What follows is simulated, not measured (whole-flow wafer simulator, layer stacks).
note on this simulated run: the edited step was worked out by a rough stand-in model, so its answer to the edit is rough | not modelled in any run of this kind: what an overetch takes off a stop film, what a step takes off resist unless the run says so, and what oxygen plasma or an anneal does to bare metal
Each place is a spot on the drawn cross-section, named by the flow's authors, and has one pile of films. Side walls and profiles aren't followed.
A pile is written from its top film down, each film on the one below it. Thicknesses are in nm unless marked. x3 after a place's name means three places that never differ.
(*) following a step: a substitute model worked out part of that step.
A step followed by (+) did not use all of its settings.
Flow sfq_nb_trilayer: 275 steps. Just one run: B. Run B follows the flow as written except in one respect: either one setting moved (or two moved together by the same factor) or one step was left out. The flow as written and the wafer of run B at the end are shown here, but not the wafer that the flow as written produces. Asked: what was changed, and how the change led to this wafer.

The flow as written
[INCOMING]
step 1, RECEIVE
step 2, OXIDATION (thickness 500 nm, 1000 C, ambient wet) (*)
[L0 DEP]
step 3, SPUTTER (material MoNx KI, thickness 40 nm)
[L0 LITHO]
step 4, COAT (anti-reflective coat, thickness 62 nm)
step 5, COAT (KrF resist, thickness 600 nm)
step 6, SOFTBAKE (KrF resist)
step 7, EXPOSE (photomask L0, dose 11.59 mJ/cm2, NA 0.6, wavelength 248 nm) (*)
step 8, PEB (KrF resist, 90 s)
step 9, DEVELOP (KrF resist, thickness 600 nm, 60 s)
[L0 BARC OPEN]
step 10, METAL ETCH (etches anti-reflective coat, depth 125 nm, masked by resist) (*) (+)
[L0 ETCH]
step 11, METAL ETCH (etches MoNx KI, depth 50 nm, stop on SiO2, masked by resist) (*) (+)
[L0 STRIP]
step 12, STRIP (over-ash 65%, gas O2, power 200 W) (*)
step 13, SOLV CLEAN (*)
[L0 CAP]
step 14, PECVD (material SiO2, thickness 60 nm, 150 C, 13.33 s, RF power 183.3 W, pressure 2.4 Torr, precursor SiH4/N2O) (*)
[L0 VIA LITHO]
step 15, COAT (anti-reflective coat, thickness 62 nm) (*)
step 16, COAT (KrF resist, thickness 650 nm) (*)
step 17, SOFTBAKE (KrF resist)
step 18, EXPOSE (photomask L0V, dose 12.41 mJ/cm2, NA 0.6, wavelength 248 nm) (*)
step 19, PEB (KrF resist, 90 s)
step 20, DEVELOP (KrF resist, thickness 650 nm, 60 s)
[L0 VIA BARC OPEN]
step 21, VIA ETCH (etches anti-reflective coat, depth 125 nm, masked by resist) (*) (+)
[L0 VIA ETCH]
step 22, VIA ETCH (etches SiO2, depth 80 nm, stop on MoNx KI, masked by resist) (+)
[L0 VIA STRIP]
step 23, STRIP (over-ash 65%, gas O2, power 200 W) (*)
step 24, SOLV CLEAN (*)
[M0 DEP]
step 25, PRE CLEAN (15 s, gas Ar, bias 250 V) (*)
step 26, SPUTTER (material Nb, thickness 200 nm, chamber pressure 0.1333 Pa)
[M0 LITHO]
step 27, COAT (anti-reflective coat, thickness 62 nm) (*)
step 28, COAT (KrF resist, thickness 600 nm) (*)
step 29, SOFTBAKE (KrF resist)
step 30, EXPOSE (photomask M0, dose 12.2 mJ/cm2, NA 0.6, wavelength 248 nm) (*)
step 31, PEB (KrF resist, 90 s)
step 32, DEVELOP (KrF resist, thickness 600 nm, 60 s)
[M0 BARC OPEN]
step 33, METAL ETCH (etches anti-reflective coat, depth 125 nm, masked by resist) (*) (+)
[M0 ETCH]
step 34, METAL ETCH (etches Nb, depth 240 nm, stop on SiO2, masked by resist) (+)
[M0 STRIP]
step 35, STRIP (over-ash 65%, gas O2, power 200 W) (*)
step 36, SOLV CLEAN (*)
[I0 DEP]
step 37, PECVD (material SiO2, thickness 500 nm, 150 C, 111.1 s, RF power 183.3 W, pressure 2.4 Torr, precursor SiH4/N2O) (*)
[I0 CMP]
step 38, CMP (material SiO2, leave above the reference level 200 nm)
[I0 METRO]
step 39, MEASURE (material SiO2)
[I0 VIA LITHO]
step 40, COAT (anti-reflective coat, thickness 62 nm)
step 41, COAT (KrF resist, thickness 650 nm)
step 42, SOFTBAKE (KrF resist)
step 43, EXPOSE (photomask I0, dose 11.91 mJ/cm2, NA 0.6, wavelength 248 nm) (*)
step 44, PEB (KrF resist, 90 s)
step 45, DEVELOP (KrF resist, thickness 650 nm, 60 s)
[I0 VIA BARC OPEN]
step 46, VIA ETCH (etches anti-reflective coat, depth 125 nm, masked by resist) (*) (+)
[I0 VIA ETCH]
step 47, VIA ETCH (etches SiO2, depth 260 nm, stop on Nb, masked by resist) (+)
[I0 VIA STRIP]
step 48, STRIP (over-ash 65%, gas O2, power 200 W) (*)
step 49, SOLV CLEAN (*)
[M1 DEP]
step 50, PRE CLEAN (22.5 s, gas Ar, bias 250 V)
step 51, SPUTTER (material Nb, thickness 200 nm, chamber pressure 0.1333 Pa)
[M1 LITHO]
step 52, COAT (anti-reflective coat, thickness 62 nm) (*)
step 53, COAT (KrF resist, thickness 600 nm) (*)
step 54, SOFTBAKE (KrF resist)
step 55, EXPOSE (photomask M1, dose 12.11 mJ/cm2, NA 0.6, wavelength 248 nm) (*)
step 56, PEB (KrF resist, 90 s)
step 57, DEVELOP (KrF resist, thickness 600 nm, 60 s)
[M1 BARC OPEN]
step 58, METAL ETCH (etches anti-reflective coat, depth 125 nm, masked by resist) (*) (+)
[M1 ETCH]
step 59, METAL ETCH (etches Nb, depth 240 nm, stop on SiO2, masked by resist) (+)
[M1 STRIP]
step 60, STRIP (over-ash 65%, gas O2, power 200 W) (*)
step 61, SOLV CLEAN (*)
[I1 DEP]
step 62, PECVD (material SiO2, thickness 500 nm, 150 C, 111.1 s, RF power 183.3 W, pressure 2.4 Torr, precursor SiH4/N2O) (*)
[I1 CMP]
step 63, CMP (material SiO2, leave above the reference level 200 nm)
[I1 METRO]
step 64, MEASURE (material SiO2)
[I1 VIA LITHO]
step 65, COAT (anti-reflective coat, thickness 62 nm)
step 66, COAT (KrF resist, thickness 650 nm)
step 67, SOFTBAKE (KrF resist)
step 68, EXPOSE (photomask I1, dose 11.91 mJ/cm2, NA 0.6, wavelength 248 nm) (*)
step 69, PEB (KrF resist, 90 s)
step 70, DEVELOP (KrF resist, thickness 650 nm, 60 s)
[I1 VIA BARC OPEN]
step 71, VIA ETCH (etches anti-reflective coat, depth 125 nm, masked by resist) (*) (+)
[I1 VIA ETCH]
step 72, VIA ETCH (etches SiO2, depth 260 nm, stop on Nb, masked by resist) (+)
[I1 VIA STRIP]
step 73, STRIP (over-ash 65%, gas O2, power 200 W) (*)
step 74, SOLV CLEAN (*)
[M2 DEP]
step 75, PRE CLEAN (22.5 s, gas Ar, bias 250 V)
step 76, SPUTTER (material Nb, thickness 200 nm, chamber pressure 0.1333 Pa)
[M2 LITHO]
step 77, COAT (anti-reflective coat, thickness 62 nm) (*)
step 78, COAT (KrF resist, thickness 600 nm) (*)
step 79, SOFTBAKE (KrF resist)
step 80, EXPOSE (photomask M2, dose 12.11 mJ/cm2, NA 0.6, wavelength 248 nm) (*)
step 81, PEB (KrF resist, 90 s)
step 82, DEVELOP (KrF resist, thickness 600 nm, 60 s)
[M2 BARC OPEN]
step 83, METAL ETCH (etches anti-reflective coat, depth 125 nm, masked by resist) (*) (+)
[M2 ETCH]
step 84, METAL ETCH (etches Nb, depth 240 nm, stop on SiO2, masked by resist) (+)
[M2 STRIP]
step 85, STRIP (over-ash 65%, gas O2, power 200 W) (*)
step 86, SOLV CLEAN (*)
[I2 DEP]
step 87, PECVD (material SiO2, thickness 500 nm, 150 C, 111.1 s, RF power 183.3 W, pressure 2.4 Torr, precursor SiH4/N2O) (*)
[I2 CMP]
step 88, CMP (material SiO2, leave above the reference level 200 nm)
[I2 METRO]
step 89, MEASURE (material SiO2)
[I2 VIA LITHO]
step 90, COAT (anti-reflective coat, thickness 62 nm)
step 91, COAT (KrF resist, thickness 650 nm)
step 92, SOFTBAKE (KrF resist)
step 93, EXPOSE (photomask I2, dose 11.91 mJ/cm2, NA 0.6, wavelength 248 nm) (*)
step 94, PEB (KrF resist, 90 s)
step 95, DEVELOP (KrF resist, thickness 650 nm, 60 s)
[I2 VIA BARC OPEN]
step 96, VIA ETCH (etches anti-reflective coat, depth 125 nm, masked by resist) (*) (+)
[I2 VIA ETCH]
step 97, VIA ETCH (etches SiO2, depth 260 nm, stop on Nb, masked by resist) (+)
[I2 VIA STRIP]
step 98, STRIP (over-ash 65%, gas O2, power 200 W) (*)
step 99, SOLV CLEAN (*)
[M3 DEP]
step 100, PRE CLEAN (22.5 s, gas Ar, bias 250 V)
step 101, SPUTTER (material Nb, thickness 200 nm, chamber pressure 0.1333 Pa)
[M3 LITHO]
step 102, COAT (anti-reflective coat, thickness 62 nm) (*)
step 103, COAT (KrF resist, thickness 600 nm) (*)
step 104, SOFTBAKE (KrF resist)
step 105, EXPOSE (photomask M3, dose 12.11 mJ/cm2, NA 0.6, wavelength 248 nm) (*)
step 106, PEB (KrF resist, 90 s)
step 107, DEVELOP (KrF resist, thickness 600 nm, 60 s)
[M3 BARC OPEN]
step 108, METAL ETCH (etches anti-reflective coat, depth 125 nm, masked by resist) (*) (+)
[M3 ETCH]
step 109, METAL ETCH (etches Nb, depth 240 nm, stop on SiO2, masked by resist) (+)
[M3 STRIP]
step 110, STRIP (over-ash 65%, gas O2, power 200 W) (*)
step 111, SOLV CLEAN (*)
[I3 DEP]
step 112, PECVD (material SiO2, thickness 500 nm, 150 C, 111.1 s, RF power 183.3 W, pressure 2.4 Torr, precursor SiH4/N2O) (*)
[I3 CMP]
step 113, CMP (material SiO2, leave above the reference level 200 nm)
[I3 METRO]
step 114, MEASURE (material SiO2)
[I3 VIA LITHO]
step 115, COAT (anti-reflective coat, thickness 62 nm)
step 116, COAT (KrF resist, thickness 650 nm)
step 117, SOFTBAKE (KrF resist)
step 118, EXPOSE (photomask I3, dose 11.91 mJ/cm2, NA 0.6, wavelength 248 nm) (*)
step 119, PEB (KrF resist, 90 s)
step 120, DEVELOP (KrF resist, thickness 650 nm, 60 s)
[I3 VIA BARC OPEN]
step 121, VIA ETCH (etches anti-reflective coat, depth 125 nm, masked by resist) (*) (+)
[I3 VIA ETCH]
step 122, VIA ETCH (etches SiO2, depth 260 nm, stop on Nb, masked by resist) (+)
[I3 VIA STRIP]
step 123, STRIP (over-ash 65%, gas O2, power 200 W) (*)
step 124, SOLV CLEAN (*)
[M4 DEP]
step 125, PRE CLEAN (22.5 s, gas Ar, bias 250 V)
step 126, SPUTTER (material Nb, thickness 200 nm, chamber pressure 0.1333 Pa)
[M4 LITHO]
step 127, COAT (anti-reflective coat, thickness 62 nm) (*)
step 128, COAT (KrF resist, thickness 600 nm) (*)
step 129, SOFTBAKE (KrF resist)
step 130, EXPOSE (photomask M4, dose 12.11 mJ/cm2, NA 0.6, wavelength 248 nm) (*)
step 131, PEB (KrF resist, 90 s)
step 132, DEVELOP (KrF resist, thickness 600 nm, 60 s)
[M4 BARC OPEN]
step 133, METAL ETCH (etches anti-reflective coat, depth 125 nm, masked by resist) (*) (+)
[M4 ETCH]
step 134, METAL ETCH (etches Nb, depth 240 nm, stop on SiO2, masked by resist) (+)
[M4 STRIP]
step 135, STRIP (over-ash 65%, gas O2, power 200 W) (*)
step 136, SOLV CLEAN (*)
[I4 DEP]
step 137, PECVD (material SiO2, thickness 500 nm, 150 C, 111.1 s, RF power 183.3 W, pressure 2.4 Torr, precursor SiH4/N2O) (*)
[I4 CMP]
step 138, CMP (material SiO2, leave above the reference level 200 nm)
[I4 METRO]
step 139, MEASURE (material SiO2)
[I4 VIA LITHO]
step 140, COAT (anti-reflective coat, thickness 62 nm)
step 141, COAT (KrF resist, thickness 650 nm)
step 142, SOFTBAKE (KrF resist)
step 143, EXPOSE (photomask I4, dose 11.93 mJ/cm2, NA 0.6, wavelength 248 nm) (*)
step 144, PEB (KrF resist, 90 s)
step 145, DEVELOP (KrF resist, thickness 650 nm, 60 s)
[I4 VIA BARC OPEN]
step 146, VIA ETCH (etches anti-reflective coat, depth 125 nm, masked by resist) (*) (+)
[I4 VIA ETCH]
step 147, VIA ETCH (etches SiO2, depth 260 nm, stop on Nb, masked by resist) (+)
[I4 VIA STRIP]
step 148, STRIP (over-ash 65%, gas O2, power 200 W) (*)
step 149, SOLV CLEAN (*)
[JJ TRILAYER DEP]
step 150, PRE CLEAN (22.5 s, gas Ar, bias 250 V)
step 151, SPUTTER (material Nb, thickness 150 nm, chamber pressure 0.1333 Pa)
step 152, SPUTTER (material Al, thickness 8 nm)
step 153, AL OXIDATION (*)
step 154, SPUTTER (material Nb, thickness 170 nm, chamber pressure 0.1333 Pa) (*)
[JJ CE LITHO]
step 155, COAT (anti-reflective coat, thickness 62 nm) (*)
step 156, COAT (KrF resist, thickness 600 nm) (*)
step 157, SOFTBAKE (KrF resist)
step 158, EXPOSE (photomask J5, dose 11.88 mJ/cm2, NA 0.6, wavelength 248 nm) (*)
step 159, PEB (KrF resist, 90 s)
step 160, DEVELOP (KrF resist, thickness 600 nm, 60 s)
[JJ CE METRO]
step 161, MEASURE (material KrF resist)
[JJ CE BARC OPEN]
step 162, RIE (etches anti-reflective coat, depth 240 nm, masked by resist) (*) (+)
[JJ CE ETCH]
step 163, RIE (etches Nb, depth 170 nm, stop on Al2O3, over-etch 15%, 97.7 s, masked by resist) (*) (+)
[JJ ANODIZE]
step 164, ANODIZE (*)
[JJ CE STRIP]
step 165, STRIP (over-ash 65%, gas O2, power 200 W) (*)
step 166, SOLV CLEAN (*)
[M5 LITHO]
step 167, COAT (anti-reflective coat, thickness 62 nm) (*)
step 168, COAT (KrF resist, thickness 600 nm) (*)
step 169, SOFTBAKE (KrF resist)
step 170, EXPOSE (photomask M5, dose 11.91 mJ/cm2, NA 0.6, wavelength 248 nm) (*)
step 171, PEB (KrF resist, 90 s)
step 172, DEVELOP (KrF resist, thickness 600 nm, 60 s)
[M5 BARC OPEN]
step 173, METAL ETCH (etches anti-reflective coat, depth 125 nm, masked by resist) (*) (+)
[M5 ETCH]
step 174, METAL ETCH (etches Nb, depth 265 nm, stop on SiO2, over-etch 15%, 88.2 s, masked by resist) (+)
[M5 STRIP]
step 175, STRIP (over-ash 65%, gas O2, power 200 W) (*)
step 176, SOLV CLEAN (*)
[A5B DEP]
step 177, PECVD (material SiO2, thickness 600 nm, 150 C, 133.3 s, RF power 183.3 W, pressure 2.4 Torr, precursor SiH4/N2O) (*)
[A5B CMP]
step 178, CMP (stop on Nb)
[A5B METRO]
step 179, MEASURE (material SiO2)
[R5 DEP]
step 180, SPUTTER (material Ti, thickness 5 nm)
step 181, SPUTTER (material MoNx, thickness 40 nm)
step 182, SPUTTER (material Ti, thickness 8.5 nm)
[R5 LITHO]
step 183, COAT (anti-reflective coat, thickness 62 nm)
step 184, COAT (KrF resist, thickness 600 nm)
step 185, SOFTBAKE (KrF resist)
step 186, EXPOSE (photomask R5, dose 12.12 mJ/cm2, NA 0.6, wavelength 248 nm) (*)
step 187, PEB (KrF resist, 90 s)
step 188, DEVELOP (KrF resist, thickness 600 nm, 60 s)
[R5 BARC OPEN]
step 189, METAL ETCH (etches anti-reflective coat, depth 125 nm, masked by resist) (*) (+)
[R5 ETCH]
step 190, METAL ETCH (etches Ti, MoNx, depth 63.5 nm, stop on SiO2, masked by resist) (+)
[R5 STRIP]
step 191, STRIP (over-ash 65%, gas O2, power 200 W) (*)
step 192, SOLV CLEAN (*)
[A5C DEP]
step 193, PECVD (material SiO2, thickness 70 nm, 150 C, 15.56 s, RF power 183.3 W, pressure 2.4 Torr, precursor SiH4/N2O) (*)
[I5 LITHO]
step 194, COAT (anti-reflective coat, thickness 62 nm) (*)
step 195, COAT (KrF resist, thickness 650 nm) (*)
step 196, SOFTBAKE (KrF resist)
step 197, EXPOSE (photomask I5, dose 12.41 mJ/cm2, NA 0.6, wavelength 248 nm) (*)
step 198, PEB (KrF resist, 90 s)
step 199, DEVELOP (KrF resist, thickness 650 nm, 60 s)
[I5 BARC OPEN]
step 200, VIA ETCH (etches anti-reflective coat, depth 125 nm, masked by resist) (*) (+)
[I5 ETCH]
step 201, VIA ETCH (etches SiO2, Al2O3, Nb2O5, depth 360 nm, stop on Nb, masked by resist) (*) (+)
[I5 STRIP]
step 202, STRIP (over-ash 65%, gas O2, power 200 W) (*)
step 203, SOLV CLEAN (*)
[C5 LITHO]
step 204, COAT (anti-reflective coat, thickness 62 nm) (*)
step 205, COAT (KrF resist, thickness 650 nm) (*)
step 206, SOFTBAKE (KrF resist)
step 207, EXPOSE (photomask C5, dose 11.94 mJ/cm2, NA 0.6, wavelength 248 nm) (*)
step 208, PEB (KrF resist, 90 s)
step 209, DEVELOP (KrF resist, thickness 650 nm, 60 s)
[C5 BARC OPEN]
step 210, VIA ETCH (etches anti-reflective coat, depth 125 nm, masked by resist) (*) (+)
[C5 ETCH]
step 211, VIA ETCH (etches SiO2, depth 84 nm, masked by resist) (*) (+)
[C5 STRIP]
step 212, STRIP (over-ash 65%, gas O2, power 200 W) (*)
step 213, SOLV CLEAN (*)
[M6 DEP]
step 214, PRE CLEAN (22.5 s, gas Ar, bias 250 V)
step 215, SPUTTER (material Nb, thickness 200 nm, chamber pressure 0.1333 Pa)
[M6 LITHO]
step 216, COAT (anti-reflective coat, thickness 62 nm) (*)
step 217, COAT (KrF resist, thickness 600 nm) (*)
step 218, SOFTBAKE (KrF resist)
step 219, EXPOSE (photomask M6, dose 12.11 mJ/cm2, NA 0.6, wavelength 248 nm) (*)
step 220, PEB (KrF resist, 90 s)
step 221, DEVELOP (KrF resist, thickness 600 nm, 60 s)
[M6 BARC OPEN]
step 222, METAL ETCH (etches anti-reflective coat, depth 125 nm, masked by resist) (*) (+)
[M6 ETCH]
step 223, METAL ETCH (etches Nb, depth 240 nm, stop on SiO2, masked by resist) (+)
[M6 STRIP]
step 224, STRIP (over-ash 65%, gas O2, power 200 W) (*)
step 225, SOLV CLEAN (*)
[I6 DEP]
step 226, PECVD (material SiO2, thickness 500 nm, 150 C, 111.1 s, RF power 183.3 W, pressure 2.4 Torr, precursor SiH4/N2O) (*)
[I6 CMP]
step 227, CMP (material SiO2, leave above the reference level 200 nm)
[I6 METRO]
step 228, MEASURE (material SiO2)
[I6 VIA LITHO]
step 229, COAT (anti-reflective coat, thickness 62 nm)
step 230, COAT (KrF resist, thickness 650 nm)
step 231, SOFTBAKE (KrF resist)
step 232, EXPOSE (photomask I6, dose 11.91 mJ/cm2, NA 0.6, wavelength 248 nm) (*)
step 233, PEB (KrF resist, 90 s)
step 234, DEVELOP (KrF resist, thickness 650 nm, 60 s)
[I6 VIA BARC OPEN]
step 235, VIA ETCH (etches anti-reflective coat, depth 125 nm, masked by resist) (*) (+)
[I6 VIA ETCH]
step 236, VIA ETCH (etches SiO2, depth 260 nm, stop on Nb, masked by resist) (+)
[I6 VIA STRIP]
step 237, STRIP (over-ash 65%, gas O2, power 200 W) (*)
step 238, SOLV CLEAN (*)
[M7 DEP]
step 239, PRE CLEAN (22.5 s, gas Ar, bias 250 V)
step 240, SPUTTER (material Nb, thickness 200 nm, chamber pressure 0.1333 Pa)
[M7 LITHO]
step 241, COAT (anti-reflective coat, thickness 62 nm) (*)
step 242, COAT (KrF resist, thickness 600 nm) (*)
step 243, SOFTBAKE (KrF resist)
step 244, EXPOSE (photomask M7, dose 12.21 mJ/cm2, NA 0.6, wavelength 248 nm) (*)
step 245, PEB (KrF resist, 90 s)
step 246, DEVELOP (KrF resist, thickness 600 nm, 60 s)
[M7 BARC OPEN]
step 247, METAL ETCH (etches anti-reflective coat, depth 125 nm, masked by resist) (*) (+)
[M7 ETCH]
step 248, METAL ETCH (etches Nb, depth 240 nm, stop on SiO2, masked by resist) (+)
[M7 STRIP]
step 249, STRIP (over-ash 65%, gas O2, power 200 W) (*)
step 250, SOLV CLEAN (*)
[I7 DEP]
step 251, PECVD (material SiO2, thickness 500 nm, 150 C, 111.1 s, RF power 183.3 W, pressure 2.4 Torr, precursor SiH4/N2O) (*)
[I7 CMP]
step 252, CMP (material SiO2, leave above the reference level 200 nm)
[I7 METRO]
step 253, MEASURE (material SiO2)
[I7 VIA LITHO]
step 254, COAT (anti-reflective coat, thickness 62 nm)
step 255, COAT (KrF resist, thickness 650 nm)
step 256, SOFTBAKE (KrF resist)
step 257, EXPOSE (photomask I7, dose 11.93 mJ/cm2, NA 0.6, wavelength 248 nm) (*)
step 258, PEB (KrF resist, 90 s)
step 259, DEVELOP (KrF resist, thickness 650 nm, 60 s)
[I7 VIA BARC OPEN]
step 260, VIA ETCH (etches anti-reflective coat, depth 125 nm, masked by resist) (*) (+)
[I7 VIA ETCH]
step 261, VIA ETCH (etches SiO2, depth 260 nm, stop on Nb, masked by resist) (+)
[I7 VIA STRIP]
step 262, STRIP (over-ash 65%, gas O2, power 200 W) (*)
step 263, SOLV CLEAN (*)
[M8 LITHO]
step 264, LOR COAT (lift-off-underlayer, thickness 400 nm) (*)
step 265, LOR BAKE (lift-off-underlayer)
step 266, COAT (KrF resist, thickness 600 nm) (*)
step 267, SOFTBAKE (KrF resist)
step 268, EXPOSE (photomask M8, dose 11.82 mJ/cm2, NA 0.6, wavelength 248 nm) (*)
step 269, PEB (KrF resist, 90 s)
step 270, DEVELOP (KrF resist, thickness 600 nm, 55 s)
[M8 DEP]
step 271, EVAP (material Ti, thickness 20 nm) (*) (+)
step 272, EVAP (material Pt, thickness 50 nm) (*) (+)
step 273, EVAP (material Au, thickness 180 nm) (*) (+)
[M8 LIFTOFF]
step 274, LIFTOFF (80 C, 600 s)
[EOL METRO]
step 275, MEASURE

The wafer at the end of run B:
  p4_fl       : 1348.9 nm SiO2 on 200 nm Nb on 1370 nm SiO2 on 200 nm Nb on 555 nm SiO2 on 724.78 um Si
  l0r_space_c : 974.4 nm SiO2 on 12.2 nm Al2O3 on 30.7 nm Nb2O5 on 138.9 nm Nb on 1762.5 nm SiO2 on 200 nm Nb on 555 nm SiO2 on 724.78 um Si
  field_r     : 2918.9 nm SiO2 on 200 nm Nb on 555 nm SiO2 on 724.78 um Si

Cause: step 154, SPUTTER: thickness 143 nm was run, whereas the flow has thickness 170 nm.

The path from the change to this, step by step:
  step 154, SPUTTER (material Nb, thickness 170 nm, chamber pressure 0.1333 Pa) (*)
      field_l, v_sur, via_sp and 100 more: Nb gains 143 (new film) (as written it would have been: Nb gains 170 (new film))
      via_wl, via_wr: Nb gains 118.3 (new film) (as written it would have been: Nb gains 140.7 (new film))
      (also at 1 further place)
  step 155, COAT (anti-reflective coat, thickness 62 nm) (*)
      via_wl, via_wr: anti-reflective coat gains 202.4 (new film) (as written it would have been: anti-reflective coat gains 209.4 (new film))
      via_w: anti-reflective coat gains 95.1 (new film) (as written it would have been: anti-reflective coat gains 97.4 (new film))
  step 162, RIE (etches anti-reflective coat, depth 240 nm, masked by resist) (*) (+)
      ce_l, c5j, ce_r, wl_jj: KrF resist loses 202.4 (as written it would have been: KrF resist loses 209.4)
      via_wl, via_wr: anti-reflective coat loses 202.4 (all of it) (as written it would have been: anti-reflective coat loses 209.4 (all of it))
      (also at 1 further place)
  step 163, RIE (etches Nb, depth 170 nm, stop on Al2O3, over-etch 15%, 97.7 s, masked by resist) (*) (+)
      field_l, v_sur, via_sp and 96 more: Nb loses 143 (all of it), Al2O3 loses 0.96 (all of it) (as written it would have been: Nb loses 170 (all of it), Al2O3 loses 0.51)
      via_wl, via_wr: Nb loses 118.3 (all of it), Al2O3 loses 0.96 (all of it) (as written it would have been: Nb loses 140.7 (all of it), Al2O3 loses 0.96 (all of it))
      (also at 1 further place)
  step 164, ANODIZE (*)
      field_l, v_sur, via_sp and 96 more: Al2O3 gains 12.2 (new film), Nb2O5 gains 30.7 (new film), Al loses 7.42 (all of it), Nb loses 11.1 (as written it would have been: Al2O3 gains 12.2, Nb2O5 gains 29.9 (new film), Al loses 7.42 (all of it), Nb loses 10.8)
  step 165, STRIP (over-ash 65%, gas O2, power 200 W) (*)
      ce_l: KrF resist loses 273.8 (all of it), anti-reflective coat loses 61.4 (all of it) (as written it would have been: KrF resist loses 266.8 (all of it), anti-reflective coat loses 61.4 (all of it))
      c5j: KrF resist loses 273.8 (all of it), anti-reflective coat loses 61.5 (all of it) (as written it would have been: KrF resist loses 266.9 (all of it), anti-reflective coat loses 61.5 (all of it))
      (also at 2 further places)
  step 167, COAT (anti-reflective coat, thickness 62 nm) (*)
      wl_j_sl, wl_j_sr: anti-reflective coat gains 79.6 (new film) (as written it would have been: anti-reflective coat gains 83.3 (new film))
      jj_sur: anti-reflective coat gains 79 (new film) (as written it would have been: anti-reflective coat gains 82.6 (new film))
      (also at 5 further places)
  step 168, COAT (KrF resist, thickness 600 nm) (*)
      ce_l: KrF resist gains 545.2 (new film) (as written it would have been: KrF resist gains 528.3 (new film))
      c5j: KrF resist gains 524.5 (new film) (as written it would have been: KrF resist gains 507.6 (new film))
      (also at 2 further places)
  step 174, METAL ETCH (etches Nb, depth 265 nm, stop on SiO2, over-etch 15%, 88.2 s, masked by resist) (+)
      field_l, r_sur, res and 50 more: Al2O3 loses 12.2 (all of it), Nb2O5 loses 30.7 (all of it), Nb loses 138.9 (all of it), SiO2 loses 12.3 (as written it would have been: Al2O3 loses 12.6 (all of it), Nb2O5 loses 29.9 (all of it), Nb loses 139.2 (all of it), SiO2 loses 12.3)
  step 175, STRIP (over-ash 65%, gas O2, power 200 W) (*)
      jj_sur: KrF resist loses 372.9 (all of it), anti-reflective coat loses 79 (all of it) (as written it would have been: KrF resist loses 374.7 (all of it), anti-reflective coat loses 82.6 (all of it))
      ce_l: KrF resist loses 316.5 (all of it), anti-reflective coat loses 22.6 (all of it) (as written it would have been: KrF resist loses 299.6 (all of it), anti-reflective coat loses 19.6 (all of it))
      (also at 6 further places)
  step 178, CMP (stop on Nb)
      v_sur, via_sp, via_v and 43 more: SiO2 loses 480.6 (as written it would have been: SiO2 loses 453.5)
      field_l, p4_fl, p4_fm and 39 more: SiO2 loses 286.3 (as written it would have been: SiO2 loses 259.3)
      (also at 14 further places)
  step 201, VIA ETCH (etches SiO2, Al2O3, Nb2O5, depth 360 nm, stop on Nb, masked by resist) (*) (+)
      be: SiO2 loses 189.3 (all of it), Al2O3 loses 12.2 (all of it), Nb2O5 loses 30.7 (all of it) (as written it would have been: SiO2 loses 216.4 (all of it), Al2O3 loses 12.7 (all of it), Nb2O5 loses 29.9 (all of it))
  step 204, COAT (anti-reflective coat, thickness 62 nm) (*)
      be: anti-reflective coat gains 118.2 (new film) (as written it would have been: anti-reflective coat gains 122.2 (new film))
      be_sur: anti-reflective coat gains 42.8 (new film) (as written it would have been: anti-reflective coat gains 41.8 (new film))
  step 205, COAT (KrF resist, thickness 650 nm) (*)
      be: KrF resist gains 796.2 (new film) (as written it would have been: KrF resist gains 815.3 (new film))
  step 212, STRIP (over-ash 65%, gas O2, power 200 W) (*)
      be: KrF resist loses 709.1 (all of it), anti-reflective coat loses 118.2 (all of it) (as written it would have been: KrF resist loses 728.2 (all of it), anti-reflective coat loses 122.2 (all of it))
      be_sur: KrF resist loses 561.2 (all of it), anti-reflective coat loses 42.8 (all of it) (as written it would have been: KrF resist loses 559.6 (all of it), anti-reflective coat loses 41.8 (all of it))
  step 215, SPUTTER (material Nb, thickness 200 nm, chamber pressure 0.1333 Pa)
      be: Nb gains 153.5 (as written it would have been: Nb gains 147.3)
  ... 3 further steps ...
  step 226, PECVD (material SiO2, thickness 500 nm, 150 C, 111.1 s, RF power 183.3 W, pressure 2.4 Torr, precursor SiH4/N2O) (*)
      be: SiO2 gains 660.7 (new film) (as written it would have been: SiO2 gains 693.5 (new film))
